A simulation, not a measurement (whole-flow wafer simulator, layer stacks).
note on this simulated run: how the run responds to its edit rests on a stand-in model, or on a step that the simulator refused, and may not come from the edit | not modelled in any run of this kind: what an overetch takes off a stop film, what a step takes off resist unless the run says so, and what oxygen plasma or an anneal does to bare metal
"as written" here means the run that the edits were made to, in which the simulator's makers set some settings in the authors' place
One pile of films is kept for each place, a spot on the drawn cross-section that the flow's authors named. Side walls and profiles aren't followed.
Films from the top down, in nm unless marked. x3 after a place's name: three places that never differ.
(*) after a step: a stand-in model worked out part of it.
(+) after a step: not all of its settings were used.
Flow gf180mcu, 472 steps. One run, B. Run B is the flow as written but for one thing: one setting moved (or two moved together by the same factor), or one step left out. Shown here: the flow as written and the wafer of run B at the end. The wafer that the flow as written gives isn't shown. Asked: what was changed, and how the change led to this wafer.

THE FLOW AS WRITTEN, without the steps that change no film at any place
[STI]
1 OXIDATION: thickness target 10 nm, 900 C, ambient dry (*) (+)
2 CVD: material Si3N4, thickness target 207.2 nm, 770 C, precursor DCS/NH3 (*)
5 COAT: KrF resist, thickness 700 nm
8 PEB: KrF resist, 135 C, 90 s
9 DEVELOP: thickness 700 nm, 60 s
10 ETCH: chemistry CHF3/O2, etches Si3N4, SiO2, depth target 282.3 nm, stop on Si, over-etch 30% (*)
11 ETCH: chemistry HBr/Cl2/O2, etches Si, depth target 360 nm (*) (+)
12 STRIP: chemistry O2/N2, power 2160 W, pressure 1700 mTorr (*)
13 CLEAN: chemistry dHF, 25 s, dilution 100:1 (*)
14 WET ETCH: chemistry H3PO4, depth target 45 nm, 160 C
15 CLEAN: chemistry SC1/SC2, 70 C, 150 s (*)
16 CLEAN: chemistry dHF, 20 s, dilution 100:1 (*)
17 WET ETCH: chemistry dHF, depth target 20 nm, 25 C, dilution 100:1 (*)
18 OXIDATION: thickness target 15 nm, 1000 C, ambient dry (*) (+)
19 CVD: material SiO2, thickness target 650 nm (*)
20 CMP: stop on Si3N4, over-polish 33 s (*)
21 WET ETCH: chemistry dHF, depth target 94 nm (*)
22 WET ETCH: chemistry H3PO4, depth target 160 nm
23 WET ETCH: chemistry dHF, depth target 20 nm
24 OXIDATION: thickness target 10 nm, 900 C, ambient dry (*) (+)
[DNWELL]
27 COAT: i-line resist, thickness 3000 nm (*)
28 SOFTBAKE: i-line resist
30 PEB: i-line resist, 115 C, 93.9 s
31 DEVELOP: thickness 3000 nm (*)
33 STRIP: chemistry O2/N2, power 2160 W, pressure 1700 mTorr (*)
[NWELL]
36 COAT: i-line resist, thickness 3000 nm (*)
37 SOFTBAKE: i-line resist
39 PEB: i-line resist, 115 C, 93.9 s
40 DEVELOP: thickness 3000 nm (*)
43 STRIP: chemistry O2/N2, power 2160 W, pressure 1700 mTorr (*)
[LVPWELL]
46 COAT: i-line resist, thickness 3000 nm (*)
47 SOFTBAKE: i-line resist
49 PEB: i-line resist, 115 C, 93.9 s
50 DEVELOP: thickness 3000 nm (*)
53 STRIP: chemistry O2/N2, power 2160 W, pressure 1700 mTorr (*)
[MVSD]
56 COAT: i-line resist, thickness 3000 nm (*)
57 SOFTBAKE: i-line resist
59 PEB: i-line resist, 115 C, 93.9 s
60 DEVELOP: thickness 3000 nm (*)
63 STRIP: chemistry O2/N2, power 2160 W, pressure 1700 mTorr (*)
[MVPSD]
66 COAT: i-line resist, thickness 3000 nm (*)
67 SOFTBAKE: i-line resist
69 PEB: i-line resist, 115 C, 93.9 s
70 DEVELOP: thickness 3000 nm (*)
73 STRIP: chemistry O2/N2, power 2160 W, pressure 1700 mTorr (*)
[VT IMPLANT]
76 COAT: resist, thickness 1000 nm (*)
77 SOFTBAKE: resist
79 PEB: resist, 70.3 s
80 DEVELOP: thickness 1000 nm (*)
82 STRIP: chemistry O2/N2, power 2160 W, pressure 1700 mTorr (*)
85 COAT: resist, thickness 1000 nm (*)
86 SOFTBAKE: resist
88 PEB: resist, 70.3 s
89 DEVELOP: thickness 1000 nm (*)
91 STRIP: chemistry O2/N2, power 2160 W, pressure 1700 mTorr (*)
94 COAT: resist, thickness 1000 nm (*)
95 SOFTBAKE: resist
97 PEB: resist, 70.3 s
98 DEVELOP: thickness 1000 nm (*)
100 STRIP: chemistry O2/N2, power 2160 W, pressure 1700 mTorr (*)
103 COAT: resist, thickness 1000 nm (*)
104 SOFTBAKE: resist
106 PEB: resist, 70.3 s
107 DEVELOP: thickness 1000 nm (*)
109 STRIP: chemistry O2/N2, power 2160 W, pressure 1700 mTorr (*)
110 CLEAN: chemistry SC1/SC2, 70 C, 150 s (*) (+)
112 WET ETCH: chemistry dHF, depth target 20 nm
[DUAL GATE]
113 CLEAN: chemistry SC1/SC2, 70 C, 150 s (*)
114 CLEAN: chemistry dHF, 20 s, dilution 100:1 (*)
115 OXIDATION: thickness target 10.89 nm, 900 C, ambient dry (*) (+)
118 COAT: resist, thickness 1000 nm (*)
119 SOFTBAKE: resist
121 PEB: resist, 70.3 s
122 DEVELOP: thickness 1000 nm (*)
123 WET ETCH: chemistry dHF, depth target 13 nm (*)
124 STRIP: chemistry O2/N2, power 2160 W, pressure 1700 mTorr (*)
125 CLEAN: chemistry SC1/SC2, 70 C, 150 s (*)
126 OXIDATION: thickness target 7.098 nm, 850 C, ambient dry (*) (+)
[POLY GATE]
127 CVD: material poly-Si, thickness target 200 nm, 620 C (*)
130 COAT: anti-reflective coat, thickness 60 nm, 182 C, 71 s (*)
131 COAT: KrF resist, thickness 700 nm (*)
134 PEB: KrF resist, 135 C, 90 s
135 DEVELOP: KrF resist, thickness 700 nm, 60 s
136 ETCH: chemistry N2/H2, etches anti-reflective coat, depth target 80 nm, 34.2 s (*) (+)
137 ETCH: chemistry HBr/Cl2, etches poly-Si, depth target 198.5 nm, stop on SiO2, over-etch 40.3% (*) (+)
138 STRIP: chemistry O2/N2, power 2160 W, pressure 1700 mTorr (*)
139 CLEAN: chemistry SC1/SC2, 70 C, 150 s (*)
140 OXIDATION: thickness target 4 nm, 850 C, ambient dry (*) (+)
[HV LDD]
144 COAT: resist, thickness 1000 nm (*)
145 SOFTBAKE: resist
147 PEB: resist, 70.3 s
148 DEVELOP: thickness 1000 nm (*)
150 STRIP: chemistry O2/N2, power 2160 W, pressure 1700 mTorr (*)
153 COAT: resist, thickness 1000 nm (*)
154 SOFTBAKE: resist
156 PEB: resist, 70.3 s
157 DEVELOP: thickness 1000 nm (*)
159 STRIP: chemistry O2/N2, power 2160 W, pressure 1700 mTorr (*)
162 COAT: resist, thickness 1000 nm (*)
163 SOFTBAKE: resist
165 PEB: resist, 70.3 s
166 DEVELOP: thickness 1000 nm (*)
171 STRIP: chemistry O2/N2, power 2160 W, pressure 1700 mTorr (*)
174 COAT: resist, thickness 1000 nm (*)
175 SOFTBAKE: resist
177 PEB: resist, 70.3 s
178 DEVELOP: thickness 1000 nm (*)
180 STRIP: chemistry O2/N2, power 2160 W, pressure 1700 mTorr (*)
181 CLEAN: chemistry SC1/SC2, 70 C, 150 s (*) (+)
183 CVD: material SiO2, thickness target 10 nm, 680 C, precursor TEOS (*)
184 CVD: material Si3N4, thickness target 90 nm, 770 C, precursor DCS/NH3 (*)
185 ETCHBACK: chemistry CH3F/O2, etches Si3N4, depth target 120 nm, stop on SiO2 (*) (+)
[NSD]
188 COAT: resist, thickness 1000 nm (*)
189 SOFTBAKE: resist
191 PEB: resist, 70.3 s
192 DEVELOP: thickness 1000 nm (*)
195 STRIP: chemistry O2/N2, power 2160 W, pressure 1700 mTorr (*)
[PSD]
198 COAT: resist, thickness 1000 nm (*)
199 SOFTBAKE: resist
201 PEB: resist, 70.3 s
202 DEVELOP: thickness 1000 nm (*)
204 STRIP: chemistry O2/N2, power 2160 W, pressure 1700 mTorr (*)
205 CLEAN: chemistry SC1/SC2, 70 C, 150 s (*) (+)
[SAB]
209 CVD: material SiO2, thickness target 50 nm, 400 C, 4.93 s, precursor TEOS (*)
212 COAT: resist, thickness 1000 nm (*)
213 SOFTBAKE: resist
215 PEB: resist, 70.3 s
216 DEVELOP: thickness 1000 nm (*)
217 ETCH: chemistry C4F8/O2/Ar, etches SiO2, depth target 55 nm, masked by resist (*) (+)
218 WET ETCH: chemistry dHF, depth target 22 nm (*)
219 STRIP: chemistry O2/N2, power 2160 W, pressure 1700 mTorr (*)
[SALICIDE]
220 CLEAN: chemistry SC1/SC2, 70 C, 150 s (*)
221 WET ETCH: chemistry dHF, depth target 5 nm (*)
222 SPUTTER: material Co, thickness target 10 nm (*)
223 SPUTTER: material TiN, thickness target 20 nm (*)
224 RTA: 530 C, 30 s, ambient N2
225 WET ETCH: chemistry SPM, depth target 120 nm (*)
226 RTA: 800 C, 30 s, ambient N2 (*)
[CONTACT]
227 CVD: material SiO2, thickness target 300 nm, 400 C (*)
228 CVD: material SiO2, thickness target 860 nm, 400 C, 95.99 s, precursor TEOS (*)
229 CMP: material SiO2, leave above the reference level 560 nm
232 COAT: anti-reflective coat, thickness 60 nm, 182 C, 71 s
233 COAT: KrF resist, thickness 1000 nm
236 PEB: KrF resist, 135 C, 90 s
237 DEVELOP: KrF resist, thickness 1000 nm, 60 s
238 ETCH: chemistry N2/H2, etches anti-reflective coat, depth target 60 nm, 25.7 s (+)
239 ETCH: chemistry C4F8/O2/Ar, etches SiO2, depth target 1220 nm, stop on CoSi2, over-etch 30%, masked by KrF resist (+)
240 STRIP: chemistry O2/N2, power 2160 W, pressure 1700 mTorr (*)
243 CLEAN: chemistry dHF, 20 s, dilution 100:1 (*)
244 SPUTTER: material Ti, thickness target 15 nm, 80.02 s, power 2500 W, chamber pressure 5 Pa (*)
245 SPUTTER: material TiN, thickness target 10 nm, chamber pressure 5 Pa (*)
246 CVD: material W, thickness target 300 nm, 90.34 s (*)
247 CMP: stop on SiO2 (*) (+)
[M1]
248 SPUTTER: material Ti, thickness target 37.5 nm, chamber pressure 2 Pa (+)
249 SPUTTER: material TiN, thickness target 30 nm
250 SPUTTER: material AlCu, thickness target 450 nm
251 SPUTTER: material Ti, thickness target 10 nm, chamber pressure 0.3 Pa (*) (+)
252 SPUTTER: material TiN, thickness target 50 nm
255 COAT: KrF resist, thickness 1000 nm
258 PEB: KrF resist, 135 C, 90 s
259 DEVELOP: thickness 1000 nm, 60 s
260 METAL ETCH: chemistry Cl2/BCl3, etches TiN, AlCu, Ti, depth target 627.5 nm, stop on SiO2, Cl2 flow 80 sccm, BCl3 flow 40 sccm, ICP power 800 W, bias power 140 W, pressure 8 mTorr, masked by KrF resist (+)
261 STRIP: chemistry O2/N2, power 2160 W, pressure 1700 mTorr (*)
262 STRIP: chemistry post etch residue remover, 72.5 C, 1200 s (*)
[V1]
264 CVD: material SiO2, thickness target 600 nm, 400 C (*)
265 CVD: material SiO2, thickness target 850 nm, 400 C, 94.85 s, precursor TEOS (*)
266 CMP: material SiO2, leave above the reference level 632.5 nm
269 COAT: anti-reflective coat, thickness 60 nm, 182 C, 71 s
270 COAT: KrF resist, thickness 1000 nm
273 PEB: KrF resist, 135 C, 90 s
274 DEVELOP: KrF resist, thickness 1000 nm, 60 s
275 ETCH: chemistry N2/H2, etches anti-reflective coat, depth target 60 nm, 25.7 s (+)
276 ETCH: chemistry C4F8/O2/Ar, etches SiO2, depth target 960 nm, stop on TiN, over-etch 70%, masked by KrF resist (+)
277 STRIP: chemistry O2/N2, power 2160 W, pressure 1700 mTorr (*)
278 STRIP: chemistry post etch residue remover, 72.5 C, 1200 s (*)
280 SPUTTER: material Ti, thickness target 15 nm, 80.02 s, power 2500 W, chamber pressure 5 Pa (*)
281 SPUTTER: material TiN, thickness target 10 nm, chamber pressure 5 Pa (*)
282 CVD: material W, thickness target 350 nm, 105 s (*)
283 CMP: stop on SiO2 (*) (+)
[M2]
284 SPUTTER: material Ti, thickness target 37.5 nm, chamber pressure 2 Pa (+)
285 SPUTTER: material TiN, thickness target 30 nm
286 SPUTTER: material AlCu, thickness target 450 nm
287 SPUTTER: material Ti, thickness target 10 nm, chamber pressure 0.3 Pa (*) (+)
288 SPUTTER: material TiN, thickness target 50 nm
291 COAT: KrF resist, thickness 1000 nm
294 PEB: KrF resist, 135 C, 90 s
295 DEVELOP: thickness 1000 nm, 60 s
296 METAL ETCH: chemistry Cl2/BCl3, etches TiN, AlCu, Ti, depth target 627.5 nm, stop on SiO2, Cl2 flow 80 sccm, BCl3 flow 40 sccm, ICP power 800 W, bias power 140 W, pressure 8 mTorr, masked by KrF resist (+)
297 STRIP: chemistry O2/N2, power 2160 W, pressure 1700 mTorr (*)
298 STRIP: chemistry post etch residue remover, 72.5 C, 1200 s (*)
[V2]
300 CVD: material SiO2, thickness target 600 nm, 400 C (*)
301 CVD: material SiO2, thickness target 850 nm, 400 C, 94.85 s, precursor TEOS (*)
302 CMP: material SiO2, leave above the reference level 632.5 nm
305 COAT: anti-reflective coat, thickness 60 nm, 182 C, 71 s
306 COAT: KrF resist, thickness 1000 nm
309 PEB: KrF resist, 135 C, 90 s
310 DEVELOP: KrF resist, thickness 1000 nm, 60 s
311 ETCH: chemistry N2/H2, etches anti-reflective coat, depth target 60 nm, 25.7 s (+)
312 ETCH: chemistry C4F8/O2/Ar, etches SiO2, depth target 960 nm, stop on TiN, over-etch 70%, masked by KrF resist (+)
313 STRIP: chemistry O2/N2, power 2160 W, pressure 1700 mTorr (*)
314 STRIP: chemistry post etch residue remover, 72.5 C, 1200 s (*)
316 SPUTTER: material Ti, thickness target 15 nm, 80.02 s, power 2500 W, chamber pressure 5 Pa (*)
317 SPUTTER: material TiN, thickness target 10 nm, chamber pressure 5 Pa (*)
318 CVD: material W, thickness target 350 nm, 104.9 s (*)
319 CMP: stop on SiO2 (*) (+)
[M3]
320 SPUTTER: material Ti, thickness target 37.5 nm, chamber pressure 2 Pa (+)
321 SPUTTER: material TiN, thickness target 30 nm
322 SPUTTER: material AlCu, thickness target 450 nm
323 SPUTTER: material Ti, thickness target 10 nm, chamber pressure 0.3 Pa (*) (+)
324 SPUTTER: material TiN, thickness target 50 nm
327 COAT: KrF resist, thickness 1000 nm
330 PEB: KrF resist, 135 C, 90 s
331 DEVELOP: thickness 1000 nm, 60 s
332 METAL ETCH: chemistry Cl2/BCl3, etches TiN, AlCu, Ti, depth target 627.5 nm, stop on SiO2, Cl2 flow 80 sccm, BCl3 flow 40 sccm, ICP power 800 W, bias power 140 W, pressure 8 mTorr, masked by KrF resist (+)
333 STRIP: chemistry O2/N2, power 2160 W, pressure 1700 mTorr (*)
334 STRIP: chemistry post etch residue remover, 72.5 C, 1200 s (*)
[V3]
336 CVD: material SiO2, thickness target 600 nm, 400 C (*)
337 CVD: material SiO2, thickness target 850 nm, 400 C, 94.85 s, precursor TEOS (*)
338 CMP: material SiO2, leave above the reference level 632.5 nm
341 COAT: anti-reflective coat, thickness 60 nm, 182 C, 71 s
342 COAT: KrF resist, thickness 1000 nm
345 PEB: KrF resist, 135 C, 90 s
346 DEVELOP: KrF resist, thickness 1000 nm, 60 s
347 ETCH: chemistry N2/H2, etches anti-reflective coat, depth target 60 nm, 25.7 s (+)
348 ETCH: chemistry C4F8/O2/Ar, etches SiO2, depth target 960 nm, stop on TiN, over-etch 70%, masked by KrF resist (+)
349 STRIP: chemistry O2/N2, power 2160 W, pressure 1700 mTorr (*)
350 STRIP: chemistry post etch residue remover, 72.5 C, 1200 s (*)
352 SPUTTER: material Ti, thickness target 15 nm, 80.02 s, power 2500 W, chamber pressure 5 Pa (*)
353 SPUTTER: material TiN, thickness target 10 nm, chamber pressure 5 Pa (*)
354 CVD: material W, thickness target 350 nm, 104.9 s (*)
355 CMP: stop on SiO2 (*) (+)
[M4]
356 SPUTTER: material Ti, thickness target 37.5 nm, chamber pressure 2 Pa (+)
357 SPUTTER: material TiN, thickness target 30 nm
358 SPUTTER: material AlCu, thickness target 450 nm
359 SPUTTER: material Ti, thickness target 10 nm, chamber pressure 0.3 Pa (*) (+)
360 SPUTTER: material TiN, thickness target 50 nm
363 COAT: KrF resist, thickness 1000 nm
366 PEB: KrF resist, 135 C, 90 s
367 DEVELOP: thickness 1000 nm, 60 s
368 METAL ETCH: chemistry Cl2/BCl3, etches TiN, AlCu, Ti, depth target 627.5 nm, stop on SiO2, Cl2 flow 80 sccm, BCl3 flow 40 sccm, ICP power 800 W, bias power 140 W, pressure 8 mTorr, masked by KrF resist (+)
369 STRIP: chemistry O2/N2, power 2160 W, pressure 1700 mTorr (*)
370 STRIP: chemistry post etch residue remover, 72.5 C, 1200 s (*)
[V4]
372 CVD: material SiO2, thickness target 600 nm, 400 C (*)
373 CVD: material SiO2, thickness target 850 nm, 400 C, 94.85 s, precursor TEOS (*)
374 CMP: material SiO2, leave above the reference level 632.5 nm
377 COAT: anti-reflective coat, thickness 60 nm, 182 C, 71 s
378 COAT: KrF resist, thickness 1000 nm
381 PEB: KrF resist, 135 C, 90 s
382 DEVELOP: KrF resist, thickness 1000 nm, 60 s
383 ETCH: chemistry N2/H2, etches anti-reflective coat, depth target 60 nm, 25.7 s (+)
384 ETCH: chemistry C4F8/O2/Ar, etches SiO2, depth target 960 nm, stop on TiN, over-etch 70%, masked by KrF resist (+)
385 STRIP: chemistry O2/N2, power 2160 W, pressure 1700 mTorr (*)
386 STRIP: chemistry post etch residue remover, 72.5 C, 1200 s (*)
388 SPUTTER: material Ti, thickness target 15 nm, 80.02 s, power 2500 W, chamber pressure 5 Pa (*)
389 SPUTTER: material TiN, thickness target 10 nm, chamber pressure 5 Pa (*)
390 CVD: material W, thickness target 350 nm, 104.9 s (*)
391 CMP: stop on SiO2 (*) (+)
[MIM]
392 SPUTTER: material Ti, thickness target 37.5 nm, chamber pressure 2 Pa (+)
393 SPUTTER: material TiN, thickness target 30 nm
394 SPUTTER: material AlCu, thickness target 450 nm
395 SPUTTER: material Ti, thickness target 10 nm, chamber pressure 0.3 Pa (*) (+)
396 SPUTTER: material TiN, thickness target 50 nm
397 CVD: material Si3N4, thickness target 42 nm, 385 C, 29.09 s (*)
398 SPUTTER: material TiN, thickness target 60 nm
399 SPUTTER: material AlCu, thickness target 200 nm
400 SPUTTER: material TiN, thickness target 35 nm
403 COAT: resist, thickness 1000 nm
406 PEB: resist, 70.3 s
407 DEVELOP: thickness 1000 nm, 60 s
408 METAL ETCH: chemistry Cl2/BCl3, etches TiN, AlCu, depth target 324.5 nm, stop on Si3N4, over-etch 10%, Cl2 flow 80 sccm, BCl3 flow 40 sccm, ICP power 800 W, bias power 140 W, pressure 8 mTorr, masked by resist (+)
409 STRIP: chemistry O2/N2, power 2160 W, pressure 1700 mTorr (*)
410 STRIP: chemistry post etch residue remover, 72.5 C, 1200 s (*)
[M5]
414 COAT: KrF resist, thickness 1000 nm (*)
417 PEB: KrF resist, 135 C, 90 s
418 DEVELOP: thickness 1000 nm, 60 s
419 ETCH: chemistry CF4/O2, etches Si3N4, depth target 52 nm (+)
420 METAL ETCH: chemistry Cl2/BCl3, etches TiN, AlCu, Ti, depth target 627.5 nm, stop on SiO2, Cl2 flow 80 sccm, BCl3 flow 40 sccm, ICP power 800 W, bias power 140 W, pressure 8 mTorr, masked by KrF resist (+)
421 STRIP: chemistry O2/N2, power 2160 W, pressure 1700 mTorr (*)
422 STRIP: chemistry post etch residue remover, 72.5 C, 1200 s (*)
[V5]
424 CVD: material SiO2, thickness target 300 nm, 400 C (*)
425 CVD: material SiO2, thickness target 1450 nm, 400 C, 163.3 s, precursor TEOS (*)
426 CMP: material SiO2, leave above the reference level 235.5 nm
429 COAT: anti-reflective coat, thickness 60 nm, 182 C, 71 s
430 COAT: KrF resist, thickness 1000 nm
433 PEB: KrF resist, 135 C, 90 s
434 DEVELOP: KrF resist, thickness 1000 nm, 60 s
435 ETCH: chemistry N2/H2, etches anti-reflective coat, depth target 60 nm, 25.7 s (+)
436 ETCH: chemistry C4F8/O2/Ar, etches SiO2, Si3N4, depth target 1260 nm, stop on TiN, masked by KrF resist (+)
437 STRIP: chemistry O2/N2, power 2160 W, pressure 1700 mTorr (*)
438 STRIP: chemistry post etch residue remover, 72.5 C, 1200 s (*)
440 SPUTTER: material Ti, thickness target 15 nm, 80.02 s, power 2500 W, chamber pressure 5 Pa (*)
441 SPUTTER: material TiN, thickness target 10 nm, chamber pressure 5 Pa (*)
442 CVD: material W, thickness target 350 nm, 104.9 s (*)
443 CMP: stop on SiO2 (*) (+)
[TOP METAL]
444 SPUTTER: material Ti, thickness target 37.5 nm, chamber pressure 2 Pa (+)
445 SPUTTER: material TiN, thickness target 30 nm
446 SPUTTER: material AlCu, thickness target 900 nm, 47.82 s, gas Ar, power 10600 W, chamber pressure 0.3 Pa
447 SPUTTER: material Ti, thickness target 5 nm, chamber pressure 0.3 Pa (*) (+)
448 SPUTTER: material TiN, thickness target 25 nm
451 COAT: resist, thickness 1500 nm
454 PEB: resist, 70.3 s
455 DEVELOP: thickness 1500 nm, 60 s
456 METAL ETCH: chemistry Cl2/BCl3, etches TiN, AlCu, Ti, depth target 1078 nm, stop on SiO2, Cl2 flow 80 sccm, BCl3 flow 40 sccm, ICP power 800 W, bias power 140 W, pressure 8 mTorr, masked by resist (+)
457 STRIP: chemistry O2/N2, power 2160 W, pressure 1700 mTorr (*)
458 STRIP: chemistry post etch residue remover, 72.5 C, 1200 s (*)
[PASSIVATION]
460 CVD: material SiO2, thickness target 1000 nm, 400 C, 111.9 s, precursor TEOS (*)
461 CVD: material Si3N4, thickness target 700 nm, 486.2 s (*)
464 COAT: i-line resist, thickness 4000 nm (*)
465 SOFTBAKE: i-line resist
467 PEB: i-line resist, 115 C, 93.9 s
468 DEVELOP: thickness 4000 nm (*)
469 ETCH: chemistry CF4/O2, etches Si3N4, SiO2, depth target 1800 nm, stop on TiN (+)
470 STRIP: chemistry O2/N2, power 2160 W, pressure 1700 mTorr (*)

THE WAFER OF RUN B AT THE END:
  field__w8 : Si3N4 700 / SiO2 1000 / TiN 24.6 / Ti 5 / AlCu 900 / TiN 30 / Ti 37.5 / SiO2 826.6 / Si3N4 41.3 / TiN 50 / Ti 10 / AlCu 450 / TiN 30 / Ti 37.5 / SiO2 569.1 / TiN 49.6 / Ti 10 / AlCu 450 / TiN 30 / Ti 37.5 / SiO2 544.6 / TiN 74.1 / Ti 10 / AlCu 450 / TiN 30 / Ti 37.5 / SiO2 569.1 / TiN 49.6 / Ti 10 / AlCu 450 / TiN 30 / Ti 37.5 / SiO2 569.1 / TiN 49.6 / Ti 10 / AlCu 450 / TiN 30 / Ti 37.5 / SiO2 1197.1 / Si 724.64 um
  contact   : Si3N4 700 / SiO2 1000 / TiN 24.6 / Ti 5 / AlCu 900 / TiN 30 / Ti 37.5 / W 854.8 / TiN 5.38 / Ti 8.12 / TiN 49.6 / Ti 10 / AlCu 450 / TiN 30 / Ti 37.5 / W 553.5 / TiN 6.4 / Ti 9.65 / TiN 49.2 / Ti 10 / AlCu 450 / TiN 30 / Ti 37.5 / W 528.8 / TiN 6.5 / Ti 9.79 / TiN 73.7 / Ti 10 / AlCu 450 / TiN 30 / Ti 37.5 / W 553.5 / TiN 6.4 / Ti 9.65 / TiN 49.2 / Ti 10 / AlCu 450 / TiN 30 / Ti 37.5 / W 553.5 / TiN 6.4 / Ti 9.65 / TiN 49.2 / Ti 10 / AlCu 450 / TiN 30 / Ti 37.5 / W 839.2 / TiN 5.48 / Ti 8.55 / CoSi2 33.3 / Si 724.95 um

The cause: step 324, SPUTTER: thickness target 74.5 nm was run, where the flow has thickness target 50 nm.

How the change led to this, step by step:
  324 SPUTTER: material TiN, thickness target 50 nm
      field, field__w1, field__w2 and 108 more: TiN +74.5 (new film) (as written it would be: TiN +50 (new film))
  332 METAL ETCH: chemistry Cl2/BCl3, etches TiN, AlCu, Ti, depth target 627.5 nm, stop on SiO2, Cl2 flow 80 sccm, BCl3 flow 40 sccm, ICP power 800 W, bias power 140 W, pressure 8 mTorr, masked by KrF resist (+)
      field, field__w1, field__w2 and 103 more: TiN -74.5 (all of it), Ti -10 (all of it), AlCu -450 (all of it), TiN -30 (all of it), Ti -37.5 (all of it) (as written it would be: TiN -50 (all of it), Ti -10 (all of it), AlCu -450 (all of it), TiN -30 (all of it), Ti -37.5 (all of it))
  338 CMP: material SiO2, leave above the reference level 632.5 nm
      field__w8, contact, m1, m1__w1, m1_nw: SiO2 -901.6 (as written it would be: SiO2 -877.1)
  348 ETCH: chemistry C4F8/O2/Ar, etches SiO2, depth target 960 nm, stop on TiN, over-etch 70%, masked by KrF resist (+)
      field, field__w1, field__w2 and 107 more: KrF resist -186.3 (as written it would be: KrF resist -192)
      contact: SiO2 -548 (all of it) (as written it would be: SiO2 -572.5 (all of it))
  354 CVD: material W, thickness target 350 nm, 104.9 s (*)
      contact: W +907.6 (new film) (as written it would be: W +932.3 (new film))
